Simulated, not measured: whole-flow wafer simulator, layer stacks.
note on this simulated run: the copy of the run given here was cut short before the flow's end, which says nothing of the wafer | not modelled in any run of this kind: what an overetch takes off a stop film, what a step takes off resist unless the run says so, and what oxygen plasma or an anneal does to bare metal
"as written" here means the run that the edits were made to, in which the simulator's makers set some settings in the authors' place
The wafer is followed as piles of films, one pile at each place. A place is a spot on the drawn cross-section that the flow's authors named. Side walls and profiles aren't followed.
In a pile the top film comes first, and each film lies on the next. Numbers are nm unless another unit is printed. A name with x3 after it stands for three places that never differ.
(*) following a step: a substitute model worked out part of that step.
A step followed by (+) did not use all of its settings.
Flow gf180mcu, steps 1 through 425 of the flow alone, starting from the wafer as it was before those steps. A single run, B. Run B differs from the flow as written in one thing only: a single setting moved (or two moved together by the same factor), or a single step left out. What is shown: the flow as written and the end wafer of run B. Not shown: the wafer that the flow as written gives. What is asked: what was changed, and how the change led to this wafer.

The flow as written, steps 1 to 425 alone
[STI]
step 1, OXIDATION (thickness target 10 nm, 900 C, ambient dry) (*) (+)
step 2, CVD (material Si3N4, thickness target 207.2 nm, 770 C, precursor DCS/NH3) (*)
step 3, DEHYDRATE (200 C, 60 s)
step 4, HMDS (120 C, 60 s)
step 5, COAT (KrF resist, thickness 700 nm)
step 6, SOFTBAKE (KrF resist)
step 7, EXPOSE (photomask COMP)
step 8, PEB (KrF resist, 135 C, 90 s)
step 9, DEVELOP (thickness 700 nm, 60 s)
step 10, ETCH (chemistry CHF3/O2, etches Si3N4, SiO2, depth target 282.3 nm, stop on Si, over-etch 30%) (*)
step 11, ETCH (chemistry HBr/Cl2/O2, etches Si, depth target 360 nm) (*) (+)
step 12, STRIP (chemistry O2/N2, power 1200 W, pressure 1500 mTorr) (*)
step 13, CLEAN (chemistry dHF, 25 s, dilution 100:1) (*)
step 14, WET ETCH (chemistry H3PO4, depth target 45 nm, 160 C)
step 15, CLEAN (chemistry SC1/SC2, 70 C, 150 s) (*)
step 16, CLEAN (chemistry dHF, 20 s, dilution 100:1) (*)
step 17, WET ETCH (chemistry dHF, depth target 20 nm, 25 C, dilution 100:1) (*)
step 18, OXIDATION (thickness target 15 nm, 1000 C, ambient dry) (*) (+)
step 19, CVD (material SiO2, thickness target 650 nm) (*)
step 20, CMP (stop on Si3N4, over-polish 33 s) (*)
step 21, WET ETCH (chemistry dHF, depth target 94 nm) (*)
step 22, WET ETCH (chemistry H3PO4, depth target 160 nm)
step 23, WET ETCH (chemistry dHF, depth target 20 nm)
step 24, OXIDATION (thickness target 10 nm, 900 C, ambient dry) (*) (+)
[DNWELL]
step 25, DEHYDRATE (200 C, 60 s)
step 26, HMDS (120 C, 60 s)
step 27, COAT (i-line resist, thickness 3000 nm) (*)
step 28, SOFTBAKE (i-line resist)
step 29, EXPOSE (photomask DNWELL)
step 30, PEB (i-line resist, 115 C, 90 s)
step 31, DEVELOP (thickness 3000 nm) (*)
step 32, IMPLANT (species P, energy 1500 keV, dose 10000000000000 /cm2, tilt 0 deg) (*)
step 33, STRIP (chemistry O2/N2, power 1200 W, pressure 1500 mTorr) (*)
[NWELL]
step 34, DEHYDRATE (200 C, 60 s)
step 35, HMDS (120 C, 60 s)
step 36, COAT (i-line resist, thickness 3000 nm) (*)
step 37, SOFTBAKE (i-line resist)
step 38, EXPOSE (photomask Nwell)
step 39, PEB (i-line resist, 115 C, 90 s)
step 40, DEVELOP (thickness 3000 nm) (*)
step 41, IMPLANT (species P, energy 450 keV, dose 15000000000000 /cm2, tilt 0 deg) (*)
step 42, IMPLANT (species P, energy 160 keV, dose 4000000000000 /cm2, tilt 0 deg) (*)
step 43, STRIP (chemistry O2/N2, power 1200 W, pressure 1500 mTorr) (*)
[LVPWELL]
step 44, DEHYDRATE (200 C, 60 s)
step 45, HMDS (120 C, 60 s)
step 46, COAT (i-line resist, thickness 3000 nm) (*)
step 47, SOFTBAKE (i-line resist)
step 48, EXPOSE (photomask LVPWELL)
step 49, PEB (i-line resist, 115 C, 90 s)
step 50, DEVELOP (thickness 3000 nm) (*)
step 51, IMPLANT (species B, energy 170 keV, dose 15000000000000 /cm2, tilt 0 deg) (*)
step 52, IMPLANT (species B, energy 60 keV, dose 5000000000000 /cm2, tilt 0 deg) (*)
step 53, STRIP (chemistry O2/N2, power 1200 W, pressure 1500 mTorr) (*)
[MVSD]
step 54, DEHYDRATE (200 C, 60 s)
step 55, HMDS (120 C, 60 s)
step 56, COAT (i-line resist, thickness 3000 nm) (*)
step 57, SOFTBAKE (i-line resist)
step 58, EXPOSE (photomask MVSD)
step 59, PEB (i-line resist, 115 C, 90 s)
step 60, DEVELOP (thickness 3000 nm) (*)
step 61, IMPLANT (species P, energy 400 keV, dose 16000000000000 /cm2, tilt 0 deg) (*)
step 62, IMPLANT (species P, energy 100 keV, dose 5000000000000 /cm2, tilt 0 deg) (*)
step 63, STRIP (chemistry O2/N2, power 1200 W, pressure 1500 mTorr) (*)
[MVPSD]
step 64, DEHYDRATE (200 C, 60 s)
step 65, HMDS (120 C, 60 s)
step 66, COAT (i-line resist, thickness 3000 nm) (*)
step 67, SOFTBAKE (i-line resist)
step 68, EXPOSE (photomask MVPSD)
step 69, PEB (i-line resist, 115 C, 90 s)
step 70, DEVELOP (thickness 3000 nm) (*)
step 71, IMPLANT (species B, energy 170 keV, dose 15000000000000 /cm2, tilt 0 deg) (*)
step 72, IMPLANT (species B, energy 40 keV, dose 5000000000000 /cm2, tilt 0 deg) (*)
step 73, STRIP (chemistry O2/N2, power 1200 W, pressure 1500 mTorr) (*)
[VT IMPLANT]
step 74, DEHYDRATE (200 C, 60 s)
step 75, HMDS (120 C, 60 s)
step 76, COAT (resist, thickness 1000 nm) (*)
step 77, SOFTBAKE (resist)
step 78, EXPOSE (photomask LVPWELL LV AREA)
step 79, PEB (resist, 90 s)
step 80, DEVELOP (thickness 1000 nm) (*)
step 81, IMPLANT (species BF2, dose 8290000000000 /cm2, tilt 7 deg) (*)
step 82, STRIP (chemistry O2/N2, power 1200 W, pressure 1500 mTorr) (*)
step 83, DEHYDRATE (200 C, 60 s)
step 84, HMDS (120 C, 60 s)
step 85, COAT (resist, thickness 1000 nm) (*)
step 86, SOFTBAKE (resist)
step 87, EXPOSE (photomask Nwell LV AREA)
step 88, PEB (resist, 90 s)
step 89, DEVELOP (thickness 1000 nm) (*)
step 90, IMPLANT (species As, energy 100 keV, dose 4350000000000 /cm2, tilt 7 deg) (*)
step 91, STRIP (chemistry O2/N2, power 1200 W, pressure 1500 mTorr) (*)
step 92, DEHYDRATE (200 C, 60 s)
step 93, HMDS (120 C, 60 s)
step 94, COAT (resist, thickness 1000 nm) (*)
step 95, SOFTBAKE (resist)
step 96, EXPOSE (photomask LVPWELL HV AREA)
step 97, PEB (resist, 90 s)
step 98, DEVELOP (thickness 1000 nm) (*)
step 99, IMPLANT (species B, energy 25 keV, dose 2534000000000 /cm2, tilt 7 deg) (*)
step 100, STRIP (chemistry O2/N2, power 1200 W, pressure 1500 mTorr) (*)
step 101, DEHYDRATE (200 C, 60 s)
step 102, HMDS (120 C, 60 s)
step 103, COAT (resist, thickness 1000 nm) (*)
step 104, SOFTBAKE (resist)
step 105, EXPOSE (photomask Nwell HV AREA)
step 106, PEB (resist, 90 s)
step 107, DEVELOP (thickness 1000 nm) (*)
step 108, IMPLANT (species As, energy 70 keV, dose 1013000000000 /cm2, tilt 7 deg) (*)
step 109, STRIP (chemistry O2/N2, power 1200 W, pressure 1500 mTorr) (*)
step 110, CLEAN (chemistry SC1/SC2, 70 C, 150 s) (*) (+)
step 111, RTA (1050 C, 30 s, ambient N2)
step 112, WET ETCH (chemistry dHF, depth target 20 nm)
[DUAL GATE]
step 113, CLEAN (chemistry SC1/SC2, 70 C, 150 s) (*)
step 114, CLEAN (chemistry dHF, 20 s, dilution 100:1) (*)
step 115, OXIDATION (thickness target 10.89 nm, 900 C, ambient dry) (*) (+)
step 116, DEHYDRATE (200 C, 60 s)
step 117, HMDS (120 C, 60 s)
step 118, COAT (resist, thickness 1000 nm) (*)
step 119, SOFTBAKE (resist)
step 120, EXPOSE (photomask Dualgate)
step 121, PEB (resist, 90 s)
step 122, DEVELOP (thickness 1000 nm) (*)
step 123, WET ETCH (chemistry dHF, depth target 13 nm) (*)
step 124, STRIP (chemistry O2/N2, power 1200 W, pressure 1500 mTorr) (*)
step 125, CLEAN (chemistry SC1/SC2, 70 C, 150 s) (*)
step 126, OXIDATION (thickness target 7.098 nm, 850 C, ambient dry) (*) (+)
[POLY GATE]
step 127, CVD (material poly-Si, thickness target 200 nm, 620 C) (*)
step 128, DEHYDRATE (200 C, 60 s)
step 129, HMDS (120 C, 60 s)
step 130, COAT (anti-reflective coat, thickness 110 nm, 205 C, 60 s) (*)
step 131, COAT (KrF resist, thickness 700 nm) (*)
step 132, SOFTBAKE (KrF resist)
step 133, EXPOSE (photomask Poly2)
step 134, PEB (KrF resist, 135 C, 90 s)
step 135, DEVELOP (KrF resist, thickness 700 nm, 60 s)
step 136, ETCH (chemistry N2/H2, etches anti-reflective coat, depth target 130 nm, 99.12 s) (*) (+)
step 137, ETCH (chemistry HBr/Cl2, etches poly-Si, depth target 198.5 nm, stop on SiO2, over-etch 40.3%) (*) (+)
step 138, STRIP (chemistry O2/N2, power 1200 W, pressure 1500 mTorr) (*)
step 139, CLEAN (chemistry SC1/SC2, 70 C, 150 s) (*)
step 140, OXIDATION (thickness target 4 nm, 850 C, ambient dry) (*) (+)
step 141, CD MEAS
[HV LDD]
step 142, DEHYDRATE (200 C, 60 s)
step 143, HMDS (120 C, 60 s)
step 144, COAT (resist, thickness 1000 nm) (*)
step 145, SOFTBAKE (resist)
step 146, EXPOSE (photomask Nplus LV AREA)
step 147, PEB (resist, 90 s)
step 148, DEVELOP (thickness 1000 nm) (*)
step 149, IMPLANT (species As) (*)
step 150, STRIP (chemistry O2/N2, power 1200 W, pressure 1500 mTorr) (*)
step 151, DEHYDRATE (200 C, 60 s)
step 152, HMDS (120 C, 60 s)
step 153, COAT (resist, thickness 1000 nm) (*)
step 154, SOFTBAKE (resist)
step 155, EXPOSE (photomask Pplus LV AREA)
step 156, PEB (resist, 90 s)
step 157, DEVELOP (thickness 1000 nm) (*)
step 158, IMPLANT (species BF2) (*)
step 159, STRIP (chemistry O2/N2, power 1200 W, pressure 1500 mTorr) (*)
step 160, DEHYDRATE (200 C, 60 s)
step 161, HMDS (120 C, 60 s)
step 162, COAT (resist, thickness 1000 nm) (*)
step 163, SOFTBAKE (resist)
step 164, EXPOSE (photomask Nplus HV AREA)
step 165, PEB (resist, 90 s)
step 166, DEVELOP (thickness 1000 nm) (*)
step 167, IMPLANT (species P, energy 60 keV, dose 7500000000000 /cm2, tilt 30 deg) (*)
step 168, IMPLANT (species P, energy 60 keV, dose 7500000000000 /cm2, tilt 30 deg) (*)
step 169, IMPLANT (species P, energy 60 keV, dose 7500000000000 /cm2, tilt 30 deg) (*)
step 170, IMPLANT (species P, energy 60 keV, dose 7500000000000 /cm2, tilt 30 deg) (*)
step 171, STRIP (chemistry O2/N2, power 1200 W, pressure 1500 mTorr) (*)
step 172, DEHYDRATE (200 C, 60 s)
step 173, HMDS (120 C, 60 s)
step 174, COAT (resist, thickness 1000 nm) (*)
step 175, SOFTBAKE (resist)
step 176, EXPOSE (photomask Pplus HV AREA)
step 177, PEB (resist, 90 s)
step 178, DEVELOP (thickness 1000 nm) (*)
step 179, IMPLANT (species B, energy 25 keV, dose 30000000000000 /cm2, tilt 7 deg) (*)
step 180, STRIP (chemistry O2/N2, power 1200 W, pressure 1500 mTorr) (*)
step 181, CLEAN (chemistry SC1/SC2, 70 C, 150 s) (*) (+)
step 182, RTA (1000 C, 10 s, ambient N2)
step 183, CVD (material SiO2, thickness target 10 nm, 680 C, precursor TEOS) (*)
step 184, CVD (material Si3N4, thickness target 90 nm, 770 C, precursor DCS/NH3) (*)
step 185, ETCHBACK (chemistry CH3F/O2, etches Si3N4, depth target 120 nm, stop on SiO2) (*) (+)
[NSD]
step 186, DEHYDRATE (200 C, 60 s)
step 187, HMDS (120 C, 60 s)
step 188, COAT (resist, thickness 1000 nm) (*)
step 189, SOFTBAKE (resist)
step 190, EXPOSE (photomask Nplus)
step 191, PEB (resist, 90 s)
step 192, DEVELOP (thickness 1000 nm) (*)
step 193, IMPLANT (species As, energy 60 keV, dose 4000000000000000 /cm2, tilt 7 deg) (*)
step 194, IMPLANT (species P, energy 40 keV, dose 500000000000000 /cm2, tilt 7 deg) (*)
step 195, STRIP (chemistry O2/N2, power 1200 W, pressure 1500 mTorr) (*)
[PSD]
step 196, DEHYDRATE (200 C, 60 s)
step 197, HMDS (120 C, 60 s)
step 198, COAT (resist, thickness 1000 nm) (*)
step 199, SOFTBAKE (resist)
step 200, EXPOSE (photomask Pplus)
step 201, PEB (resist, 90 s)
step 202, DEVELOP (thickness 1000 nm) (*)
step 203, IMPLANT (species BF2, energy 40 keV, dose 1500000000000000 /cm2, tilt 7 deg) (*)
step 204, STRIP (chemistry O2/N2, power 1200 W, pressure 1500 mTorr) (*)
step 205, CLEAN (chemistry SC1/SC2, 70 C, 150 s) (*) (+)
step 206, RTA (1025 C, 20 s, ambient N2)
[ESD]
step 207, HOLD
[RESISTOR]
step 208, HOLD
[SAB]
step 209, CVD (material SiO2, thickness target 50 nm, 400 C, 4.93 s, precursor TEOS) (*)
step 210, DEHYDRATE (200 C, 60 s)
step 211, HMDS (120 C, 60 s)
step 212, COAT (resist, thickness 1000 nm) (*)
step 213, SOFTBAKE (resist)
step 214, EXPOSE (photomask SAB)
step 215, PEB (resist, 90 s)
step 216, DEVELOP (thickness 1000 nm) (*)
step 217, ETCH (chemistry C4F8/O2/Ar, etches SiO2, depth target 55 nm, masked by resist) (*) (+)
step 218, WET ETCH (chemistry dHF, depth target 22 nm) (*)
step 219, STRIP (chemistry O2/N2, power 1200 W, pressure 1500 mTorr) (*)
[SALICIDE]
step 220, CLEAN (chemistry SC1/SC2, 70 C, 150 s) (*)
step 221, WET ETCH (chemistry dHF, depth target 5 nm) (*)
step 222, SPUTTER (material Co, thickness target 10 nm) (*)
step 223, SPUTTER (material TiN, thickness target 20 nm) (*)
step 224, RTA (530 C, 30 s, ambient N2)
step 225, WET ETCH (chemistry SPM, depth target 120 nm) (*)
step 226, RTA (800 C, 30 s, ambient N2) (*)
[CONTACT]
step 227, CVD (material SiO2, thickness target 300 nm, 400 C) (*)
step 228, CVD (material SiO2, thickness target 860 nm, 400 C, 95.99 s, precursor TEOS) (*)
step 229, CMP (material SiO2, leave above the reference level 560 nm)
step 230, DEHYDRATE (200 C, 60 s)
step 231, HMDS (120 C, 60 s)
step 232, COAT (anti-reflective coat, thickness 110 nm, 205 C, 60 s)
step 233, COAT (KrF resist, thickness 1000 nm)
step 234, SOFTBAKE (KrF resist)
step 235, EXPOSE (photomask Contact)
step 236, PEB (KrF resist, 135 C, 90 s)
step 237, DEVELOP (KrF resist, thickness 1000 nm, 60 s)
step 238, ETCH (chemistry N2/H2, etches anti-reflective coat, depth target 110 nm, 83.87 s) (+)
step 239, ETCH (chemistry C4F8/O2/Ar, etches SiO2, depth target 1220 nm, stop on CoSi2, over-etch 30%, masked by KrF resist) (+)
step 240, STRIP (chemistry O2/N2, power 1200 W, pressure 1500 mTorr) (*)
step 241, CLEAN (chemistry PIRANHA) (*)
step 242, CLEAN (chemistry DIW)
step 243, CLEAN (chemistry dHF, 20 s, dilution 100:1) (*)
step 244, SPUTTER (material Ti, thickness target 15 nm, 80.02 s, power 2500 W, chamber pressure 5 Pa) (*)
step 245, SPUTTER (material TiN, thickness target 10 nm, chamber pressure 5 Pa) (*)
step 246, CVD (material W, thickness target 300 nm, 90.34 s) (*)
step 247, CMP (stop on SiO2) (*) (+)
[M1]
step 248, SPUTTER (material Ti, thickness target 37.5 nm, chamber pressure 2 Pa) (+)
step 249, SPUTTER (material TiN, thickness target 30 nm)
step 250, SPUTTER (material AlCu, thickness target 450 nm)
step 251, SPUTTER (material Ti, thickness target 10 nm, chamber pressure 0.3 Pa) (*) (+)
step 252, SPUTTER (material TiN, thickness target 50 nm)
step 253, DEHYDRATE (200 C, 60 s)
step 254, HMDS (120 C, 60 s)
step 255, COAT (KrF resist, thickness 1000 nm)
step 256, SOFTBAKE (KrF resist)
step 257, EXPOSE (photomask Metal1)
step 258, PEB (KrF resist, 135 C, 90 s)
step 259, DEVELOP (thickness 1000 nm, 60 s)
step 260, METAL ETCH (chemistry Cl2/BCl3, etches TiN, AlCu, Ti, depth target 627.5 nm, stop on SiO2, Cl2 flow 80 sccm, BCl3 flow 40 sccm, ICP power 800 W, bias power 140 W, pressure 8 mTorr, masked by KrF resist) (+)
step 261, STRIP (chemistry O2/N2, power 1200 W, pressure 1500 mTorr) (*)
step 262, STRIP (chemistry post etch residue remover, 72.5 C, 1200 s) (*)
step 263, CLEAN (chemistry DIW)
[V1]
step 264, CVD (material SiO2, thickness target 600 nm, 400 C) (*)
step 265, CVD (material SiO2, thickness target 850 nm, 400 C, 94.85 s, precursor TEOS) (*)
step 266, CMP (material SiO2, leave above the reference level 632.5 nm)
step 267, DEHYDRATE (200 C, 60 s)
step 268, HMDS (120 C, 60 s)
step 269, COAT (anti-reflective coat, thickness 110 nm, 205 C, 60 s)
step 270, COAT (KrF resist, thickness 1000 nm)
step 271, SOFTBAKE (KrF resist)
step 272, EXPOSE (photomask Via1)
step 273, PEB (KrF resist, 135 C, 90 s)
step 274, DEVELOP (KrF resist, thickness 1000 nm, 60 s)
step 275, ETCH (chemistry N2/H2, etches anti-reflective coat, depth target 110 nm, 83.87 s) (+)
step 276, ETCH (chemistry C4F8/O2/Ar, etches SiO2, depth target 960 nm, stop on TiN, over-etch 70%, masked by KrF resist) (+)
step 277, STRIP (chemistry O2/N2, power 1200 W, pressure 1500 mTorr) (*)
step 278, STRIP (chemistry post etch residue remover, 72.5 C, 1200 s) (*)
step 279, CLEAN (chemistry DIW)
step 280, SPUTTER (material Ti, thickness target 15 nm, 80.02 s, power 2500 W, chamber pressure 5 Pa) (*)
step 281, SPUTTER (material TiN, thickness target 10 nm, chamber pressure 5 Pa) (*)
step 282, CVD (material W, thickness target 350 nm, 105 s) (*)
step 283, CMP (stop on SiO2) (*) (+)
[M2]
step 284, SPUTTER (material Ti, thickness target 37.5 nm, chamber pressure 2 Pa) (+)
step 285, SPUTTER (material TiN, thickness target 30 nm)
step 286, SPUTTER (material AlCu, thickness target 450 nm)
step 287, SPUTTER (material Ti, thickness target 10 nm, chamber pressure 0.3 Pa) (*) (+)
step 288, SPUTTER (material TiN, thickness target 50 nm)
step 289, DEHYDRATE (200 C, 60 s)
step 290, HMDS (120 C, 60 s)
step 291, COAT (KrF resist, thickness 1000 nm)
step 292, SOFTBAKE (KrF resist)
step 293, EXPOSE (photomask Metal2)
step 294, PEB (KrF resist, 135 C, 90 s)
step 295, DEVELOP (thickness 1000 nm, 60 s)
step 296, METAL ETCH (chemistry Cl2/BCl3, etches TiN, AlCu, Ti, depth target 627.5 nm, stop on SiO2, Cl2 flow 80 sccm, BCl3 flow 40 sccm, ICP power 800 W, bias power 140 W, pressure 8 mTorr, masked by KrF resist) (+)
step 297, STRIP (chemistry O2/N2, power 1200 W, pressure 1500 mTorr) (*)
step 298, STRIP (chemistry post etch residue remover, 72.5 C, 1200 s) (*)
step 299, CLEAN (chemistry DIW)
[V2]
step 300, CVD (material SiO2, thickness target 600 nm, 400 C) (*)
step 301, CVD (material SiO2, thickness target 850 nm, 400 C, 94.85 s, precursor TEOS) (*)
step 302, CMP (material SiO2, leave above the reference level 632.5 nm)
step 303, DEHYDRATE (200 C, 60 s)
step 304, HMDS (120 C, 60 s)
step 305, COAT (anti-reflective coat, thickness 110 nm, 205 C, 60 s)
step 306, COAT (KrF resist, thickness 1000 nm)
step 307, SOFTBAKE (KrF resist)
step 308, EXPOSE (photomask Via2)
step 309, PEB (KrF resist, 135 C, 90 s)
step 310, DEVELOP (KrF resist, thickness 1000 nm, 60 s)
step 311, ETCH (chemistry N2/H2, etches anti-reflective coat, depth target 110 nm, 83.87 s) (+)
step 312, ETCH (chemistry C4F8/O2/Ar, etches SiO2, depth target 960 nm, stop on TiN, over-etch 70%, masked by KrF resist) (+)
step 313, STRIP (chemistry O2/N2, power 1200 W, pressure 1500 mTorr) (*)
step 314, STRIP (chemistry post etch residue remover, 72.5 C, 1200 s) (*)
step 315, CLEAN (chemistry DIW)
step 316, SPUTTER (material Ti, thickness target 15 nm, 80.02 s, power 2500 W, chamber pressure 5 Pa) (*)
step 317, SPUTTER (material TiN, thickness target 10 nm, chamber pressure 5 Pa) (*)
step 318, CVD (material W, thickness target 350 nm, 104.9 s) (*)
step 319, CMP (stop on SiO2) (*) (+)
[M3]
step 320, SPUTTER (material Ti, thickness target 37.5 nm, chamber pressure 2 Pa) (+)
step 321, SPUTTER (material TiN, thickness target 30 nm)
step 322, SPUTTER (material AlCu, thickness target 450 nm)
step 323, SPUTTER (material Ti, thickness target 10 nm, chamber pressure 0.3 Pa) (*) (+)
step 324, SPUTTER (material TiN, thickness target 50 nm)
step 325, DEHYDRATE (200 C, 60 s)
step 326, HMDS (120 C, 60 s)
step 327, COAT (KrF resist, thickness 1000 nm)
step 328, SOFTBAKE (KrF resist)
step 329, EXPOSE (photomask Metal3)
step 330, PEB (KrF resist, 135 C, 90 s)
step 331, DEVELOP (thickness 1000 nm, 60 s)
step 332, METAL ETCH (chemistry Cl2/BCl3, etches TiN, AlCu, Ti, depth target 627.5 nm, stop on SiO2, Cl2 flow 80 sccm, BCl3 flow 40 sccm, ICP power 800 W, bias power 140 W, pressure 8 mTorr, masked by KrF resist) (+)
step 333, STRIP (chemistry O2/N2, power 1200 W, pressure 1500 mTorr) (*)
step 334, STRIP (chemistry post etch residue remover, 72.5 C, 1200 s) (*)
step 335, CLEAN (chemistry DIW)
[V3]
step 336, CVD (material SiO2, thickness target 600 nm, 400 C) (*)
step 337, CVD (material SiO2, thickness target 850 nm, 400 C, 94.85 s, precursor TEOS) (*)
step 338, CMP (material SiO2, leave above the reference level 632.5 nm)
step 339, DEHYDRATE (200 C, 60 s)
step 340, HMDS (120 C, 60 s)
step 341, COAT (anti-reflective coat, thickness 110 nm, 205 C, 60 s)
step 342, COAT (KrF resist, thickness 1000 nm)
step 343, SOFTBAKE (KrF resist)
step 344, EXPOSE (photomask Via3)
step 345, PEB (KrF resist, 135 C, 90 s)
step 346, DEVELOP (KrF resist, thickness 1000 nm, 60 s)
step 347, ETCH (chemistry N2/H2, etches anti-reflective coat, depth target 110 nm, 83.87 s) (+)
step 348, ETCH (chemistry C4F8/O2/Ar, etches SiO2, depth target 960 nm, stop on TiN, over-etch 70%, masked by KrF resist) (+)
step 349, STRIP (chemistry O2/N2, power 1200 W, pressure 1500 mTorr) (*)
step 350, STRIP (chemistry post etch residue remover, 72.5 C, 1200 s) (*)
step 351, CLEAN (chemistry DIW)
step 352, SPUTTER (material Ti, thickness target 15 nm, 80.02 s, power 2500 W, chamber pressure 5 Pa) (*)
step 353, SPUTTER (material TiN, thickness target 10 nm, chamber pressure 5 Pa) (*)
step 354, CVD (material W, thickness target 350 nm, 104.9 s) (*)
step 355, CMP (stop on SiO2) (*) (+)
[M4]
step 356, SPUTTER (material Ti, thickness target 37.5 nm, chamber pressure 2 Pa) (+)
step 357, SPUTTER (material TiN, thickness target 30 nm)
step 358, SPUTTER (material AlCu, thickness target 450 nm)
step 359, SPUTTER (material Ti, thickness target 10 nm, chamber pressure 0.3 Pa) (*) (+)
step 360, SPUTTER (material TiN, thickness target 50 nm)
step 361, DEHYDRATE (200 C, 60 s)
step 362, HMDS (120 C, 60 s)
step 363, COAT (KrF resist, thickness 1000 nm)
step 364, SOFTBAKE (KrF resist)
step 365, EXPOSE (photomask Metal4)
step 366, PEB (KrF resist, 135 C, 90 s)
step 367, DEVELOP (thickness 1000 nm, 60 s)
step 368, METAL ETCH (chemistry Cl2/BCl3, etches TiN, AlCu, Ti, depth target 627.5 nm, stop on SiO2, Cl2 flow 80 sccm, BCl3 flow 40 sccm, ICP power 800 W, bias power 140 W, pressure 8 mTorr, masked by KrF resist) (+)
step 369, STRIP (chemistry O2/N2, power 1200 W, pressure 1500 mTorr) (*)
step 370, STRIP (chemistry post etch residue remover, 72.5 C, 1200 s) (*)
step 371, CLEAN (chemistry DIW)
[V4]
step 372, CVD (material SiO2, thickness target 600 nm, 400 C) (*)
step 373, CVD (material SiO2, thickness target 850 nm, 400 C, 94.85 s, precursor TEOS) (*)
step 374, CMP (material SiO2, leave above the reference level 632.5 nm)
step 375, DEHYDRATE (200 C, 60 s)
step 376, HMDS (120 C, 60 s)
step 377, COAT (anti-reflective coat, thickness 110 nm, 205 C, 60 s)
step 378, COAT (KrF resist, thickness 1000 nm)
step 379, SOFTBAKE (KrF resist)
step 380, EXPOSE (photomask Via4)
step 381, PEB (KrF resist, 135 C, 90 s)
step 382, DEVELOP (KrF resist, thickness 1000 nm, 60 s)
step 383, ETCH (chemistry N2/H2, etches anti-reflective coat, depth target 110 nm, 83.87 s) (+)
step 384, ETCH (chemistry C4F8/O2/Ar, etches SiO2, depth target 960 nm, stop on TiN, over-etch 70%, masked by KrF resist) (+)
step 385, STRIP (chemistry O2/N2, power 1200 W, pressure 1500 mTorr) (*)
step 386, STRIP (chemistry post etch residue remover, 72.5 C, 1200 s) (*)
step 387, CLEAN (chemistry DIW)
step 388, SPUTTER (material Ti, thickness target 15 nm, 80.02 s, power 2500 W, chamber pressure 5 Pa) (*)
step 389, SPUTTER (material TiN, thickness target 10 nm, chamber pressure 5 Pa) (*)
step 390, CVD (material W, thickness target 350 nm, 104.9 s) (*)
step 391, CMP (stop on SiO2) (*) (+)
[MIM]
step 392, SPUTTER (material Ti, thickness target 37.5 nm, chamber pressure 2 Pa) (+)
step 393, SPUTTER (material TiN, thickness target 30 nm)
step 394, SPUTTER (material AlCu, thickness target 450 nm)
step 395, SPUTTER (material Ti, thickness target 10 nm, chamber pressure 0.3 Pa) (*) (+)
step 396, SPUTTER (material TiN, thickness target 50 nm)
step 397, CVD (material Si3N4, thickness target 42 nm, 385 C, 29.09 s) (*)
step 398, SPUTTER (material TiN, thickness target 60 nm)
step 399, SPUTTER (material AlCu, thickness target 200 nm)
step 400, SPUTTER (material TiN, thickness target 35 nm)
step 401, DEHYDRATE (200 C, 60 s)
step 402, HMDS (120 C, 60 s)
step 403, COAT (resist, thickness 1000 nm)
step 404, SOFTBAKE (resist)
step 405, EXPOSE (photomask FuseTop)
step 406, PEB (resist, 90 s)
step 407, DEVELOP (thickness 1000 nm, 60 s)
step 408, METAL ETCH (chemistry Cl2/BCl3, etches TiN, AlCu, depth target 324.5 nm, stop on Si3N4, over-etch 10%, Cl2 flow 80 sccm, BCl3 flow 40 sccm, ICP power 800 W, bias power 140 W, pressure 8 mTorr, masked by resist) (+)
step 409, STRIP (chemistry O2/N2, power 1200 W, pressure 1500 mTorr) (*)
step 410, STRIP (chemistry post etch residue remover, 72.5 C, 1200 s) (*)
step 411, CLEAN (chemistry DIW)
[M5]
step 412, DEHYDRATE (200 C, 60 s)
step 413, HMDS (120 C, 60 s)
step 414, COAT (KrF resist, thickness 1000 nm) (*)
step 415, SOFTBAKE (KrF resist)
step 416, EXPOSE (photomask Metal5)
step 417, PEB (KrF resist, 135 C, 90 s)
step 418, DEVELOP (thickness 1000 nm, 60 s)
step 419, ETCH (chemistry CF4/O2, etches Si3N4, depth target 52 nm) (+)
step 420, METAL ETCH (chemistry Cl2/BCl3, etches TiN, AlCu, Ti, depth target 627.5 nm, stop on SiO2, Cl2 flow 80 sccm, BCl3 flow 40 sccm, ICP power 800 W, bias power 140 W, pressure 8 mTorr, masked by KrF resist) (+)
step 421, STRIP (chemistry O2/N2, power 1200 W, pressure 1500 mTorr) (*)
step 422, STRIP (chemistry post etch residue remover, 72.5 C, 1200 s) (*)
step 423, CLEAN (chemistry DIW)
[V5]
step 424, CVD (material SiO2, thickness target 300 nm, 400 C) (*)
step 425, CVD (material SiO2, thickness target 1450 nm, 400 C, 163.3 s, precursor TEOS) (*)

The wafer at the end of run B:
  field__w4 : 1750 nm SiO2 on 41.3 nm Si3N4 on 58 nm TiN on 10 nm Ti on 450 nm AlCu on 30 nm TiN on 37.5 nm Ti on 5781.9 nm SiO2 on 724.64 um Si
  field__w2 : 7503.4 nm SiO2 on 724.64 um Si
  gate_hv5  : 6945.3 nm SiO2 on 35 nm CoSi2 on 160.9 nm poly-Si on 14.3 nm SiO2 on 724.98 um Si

What caused this: step 396, SPUTTER: thickness target 58 nm was run, whereas the flow has thickness target 50 nm.
The wafer lets one read it off: field__w4 has TiN 58, and step 396 as written asks for 50 nm.

How this came from the change, step by step:
  step 396, SPUTTER (material TiN, thickness target 50 nm)
      field, field__w1, field__w2 and 108 more: TiN gains 58 (new film) (it would be, as written: TiN gains 50 (new film))
  step 420, METAL ETCH (chemistry Cl2/BCl3, etches TiN, AlCu, Ti, depth target 627.5 nm, stop on SiO2, Cl2 flow 80 sccm, BCl3 flow 40 sccm, ICP power 800 W, bias power 140 W, pressure 8 mTorr, masked by KrF resist) (+)
      field, field__w1, field__w2 and 101 more: TiN loses 56.6 (all of it), Ti loses 10 (all of it), AlCu loses 450 (all of it), TiN loses 30 (all of it), Ti loses 37.5 (all of it) (it would be, as written: TiN loses 48.6 (all of it), Ti loses 10 (all of it), AlCu loses 450 (all of it), TiN loses 30 (all of it), Ti loses 37.5 (all of it))
